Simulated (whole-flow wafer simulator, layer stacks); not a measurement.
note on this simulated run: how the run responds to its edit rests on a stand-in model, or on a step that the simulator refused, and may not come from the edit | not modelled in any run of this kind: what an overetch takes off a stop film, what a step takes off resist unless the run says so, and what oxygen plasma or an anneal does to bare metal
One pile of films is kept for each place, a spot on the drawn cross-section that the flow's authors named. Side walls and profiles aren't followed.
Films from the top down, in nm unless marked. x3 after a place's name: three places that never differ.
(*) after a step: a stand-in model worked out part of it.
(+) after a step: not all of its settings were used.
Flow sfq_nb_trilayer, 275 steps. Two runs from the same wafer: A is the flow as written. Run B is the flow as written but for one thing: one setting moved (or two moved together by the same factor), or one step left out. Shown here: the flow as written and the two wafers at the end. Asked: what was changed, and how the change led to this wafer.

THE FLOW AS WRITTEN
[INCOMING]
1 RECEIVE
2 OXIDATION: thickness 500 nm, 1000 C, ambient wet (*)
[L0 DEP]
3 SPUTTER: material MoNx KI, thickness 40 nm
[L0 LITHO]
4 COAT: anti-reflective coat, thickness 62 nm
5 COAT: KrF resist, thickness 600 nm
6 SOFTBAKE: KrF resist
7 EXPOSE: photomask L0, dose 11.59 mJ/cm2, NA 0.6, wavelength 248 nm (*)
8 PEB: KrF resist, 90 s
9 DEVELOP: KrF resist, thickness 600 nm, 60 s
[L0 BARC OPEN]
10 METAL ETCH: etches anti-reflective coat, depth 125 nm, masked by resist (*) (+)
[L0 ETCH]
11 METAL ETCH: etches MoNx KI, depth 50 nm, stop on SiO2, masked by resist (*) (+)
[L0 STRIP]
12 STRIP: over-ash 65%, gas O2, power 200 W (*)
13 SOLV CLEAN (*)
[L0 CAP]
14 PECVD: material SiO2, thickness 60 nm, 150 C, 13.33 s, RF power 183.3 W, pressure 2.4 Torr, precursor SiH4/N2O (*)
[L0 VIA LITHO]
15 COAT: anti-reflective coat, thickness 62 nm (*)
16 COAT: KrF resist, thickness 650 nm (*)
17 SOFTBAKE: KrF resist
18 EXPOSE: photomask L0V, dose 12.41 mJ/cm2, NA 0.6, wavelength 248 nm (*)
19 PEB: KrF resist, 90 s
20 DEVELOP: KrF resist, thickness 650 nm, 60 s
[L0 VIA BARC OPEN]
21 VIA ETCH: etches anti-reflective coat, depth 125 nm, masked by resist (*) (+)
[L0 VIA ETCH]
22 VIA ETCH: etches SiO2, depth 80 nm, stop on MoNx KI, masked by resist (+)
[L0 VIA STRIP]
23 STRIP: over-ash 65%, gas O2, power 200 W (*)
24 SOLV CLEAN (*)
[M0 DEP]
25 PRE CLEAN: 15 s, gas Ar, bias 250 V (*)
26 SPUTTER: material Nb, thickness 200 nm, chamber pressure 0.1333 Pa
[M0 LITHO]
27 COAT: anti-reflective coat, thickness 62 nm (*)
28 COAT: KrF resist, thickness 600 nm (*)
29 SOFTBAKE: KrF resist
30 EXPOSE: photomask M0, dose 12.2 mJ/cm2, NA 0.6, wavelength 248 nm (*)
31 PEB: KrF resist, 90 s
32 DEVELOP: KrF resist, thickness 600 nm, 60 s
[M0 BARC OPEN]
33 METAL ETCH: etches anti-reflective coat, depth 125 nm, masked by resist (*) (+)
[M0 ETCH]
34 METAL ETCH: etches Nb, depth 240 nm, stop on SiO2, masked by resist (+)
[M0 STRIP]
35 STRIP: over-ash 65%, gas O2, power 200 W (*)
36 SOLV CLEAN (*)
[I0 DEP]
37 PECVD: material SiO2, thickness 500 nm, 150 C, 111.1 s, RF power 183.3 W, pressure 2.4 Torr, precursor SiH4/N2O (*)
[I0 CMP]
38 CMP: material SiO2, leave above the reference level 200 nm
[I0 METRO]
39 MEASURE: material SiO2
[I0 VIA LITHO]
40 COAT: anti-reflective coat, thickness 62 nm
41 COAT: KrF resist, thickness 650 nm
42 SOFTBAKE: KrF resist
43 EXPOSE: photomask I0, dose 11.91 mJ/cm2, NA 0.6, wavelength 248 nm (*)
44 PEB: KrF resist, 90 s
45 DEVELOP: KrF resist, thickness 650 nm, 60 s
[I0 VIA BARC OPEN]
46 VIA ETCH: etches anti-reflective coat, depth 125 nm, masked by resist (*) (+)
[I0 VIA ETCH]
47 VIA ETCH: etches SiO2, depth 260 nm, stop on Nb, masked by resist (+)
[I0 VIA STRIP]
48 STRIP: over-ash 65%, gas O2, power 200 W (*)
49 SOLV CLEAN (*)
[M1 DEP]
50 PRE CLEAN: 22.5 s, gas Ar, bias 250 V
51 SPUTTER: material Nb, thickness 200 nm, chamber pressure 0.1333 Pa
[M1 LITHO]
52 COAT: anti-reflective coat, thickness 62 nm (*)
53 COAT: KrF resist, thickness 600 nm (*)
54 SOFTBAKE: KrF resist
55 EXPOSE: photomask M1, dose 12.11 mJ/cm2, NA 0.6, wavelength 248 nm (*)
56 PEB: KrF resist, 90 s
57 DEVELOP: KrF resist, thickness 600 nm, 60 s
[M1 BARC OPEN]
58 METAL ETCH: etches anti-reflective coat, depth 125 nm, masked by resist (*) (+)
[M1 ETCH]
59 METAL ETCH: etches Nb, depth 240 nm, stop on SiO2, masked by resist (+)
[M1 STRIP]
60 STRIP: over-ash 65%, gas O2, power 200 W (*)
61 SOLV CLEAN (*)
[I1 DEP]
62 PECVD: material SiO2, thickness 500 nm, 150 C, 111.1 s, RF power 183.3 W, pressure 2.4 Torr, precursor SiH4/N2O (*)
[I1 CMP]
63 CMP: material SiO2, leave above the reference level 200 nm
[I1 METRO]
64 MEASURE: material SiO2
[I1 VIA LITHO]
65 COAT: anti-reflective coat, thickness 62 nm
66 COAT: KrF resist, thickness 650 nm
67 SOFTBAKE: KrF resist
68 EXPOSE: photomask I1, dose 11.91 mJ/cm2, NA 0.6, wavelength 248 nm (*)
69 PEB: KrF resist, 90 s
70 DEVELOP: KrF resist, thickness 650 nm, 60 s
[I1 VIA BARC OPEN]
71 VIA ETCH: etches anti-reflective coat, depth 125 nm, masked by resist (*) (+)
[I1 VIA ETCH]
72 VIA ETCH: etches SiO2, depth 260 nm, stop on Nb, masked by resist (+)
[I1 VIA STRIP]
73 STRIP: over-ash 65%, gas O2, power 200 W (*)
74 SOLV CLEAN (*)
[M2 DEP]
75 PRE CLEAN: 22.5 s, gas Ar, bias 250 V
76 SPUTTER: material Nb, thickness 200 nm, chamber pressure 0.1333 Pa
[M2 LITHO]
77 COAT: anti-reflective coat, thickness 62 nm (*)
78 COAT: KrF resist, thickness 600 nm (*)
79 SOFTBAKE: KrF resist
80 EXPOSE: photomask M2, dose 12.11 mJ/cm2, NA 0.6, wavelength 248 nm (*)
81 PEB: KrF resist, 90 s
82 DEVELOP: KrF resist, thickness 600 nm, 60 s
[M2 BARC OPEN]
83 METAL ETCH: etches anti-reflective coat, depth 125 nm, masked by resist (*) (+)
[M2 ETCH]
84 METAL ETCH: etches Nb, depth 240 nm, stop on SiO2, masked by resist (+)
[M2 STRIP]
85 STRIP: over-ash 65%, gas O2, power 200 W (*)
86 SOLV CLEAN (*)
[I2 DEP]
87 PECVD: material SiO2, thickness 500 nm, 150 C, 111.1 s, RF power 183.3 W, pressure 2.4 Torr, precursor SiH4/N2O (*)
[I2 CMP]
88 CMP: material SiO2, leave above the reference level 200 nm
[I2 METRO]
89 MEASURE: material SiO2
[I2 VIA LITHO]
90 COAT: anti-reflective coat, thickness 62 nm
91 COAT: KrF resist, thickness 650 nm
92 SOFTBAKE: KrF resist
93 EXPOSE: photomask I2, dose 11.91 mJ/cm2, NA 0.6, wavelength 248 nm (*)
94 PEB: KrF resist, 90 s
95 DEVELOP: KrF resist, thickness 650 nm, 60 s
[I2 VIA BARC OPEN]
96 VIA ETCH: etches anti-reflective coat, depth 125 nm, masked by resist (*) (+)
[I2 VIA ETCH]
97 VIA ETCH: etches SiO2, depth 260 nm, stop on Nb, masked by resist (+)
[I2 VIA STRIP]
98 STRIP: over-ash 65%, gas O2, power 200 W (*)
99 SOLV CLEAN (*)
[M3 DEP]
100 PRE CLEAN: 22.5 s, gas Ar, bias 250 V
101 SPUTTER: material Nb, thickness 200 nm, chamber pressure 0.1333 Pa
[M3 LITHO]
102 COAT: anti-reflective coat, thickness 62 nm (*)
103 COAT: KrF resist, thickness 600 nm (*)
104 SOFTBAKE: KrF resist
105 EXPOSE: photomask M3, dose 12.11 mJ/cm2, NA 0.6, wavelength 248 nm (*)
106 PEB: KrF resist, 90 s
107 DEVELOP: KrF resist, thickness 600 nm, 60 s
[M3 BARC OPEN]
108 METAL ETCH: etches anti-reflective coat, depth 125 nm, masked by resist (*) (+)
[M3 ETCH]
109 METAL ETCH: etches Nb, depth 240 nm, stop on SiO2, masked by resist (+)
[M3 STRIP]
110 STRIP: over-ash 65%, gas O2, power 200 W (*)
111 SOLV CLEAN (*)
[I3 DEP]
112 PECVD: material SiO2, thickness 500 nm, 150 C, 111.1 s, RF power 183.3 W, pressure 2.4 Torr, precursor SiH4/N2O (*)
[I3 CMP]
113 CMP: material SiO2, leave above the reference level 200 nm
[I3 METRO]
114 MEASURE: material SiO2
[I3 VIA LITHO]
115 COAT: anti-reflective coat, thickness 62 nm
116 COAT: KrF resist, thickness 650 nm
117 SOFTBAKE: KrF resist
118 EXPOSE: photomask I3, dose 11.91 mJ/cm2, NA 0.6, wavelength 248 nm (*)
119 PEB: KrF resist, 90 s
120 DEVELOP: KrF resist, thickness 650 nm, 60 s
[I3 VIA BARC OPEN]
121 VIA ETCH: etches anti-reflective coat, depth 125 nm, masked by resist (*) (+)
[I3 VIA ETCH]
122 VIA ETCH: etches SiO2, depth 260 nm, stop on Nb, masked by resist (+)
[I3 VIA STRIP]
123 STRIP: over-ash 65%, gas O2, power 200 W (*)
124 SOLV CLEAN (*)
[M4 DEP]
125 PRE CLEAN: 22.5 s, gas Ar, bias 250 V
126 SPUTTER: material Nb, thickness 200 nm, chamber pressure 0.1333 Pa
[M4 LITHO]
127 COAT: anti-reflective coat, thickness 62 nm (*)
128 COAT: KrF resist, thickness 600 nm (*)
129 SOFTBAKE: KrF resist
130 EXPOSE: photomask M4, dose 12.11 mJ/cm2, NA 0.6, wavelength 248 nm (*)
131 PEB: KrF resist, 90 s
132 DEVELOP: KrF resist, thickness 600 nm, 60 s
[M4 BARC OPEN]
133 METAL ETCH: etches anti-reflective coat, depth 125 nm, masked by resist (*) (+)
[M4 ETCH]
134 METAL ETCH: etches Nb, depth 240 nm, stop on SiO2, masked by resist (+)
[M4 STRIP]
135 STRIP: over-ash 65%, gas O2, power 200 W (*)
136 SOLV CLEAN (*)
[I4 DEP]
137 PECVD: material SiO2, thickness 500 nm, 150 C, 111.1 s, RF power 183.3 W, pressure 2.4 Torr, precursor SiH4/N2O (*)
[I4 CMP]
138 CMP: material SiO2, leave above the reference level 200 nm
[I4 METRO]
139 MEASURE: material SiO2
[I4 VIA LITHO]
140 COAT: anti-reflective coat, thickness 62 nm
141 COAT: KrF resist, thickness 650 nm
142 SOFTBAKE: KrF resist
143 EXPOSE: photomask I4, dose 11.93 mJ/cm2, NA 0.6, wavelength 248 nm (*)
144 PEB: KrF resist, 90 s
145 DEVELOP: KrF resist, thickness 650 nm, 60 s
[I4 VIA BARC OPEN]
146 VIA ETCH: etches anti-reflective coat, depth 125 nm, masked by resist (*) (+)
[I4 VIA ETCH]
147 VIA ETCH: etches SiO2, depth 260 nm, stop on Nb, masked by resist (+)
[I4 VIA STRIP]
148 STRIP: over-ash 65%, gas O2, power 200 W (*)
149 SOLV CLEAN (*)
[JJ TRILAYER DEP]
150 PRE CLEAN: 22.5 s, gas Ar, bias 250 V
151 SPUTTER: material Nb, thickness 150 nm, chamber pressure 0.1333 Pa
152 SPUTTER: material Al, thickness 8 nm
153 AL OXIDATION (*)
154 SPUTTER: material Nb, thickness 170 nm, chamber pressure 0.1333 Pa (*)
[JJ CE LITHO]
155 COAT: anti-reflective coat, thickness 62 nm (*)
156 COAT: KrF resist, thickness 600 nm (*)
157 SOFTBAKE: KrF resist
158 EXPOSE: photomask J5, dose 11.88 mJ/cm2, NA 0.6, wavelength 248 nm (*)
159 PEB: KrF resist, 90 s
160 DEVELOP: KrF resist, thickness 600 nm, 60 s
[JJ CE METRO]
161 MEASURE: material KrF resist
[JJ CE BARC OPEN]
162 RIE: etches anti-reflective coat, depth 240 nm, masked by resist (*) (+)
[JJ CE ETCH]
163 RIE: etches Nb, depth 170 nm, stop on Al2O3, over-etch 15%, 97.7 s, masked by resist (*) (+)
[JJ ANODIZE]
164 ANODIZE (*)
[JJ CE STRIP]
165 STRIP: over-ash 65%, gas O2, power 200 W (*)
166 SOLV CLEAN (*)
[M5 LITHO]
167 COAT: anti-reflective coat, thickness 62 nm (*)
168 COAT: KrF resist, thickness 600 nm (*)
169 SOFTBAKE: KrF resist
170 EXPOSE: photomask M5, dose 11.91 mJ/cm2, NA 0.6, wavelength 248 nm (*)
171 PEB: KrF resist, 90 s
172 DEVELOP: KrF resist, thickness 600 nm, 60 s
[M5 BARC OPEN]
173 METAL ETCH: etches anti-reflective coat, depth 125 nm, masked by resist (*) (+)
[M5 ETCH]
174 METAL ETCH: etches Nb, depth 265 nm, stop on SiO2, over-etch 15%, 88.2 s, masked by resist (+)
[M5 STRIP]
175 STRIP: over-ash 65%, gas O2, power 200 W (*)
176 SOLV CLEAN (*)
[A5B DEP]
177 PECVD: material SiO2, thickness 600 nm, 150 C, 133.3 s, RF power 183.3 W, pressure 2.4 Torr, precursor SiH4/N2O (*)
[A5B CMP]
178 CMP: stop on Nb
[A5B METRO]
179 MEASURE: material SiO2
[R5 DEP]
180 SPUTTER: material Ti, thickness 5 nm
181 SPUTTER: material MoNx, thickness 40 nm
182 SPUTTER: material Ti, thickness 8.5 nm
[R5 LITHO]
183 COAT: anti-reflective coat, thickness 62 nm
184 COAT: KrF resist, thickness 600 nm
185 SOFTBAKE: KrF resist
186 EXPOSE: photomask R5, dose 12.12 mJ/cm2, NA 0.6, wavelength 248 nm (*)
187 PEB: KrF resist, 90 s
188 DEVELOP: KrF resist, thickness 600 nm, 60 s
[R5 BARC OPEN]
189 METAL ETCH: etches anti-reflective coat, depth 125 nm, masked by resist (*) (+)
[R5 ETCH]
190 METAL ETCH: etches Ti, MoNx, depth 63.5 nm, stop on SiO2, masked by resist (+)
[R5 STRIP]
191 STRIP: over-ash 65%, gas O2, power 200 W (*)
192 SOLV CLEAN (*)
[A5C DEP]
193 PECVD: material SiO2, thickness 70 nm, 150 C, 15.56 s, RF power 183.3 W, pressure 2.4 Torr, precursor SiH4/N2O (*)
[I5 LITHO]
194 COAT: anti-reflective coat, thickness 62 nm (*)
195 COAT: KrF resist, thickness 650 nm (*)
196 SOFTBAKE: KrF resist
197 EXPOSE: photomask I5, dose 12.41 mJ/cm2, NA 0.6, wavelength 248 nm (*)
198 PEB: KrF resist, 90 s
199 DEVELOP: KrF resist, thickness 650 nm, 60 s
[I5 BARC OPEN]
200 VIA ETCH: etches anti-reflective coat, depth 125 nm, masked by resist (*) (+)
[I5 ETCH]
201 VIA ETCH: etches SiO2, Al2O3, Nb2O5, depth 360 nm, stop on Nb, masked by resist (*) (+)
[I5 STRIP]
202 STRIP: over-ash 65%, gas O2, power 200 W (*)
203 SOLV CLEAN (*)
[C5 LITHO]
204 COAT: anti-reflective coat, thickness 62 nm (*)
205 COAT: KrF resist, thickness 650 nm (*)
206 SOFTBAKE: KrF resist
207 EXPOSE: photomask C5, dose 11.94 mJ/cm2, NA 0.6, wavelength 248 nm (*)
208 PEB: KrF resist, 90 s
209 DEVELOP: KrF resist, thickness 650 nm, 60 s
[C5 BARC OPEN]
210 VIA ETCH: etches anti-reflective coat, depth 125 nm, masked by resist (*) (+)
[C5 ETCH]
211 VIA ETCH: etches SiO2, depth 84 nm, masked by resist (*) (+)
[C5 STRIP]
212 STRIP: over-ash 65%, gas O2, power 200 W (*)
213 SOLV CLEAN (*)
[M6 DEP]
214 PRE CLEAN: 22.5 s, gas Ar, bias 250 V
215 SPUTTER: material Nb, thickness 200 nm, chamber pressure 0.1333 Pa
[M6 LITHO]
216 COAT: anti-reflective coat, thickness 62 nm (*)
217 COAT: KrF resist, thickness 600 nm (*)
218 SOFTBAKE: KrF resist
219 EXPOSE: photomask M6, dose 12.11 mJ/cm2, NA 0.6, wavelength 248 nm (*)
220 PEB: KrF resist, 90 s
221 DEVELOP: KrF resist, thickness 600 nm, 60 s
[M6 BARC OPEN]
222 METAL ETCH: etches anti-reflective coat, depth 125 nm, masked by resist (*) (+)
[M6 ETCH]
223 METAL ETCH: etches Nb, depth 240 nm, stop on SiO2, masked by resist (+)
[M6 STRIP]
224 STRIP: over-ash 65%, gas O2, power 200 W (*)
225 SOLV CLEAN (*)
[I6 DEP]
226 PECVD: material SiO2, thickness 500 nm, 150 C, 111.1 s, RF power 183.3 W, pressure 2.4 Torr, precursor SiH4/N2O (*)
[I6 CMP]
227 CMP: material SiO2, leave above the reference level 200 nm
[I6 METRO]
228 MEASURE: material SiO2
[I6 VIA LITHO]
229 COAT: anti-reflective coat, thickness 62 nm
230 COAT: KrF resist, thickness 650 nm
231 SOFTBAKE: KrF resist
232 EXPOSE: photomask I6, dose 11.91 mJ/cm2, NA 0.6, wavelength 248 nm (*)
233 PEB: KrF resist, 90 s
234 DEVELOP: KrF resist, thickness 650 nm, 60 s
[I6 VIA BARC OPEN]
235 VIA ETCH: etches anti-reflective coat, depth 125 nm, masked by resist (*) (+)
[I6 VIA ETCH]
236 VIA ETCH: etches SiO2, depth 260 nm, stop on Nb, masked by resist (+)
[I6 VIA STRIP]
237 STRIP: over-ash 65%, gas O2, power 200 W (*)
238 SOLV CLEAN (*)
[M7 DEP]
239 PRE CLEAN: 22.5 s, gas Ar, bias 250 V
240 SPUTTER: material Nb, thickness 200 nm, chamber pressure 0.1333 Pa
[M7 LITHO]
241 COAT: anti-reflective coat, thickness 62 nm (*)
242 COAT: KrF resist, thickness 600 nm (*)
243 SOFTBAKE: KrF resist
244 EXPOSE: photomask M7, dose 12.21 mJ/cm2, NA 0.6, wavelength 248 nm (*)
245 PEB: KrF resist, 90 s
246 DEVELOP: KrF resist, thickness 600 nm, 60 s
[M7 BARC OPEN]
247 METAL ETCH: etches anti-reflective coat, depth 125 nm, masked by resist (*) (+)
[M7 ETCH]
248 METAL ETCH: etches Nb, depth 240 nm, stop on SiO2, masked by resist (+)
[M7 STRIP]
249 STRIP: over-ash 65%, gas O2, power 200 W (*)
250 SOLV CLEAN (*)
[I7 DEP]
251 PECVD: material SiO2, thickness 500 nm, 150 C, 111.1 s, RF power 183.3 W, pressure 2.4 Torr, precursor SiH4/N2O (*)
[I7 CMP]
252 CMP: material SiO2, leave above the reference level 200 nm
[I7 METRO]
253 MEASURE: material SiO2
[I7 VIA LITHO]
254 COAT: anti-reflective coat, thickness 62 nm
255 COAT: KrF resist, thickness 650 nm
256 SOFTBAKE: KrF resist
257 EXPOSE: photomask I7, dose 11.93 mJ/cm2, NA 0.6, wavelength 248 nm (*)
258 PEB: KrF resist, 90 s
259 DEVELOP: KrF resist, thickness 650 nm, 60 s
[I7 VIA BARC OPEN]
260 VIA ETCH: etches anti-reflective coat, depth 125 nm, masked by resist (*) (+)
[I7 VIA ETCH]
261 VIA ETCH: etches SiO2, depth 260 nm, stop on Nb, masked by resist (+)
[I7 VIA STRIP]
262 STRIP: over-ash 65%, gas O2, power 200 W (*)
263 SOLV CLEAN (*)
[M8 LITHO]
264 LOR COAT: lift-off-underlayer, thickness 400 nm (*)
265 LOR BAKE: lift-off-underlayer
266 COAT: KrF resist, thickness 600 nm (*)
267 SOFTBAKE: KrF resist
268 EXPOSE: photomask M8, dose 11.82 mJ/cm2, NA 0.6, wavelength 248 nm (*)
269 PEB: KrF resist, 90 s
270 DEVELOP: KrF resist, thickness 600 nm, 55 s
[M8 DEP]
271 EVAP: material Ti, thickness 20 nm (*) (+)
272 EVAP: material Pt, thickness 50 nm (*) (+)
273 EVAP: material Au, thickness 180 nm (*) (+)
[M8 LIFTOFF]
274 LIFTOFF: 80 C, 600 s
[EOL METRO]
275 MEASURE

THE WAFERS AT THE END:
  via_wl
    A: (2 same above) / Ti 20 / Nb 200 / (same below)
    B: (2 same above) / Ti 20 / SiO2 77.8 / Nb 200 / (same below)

The cause: step 261, VIA ETCH: depth 122 nm was run, where the flow has depth 260 nm.

How the change led to this, step by step:
  261 VIA ETCH: etches SiO2, depth 260 nm, stop on Nb, masked by resist (+)
      via_wl, via_w, via_wr: A SiO2 -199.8 (all of it) | B SiO2 -122
      field_l, v_sur, via_sp and 100 more: A KrF resist -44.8 | B KrF resist -21
  262 STRIP: over-ash 65%, gas O2, power 200 W (*)
      field_l, v_sur, via_sp and 100 more: A KrF resist -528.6 (all of it), anti-reflective coat -62 (all of it) | B KrF resist -552.4 (all of it), anti-reflective coat -62 (all of it)
  264 LOR COAT: lift-off-underlayer, thickness 400 nm (*)
      via_wl, via_wr: A lift-off-underlayer +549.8 (new film) | B lift-off-underlayer +491.5 (new film)
      v_sur: A lift-off-underlayer +369.4 (new film) | B lift-off-underlayer +381.3 (new film)
      (and at 2 more places)
  266 COAT: KrF resist, thickness 600 nm (*)
      via_w: A KrF resist +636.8 (new film) | B KrF resist +622.5 (new film)
  270 DEVELOP: KrF resist, thickness 600 nm, 55 s
      v_sur: A KrF resist -607.3 (all of it), lift-off-underlayer -369.4 (all of it) | B KrF resist -604 (all of it), lift-off-underlayer -381.3 (all of it)
      via_wl: A KrF resist -623.9 (all of it), lift-off-underlayer -549.8 (all of it) | B KrF resist -614.1 (all of it), lift-off-underlayer -491.5 (all of it)
      (and at 3 more places)
Counting metal films that touch as one body, via_wl has 8 bodies (between them, from the top down: SiO2 77.8; SiO2 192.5; SiO2 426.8 / Al2O3 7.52 / Nb2O5 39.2; SiO2 192.5; SiO2 192.5; SiO2 192.5; SiO2 192.5); the flow as written gives 7 bodies (between them, from the top down: SiO2 192.5; SiO2 426.8 / Al2O3 7.52 / Nb2O5 39.2; SiO2 192.5; SiO2 192.5; SiO2 192.5; SiO2 192.5).
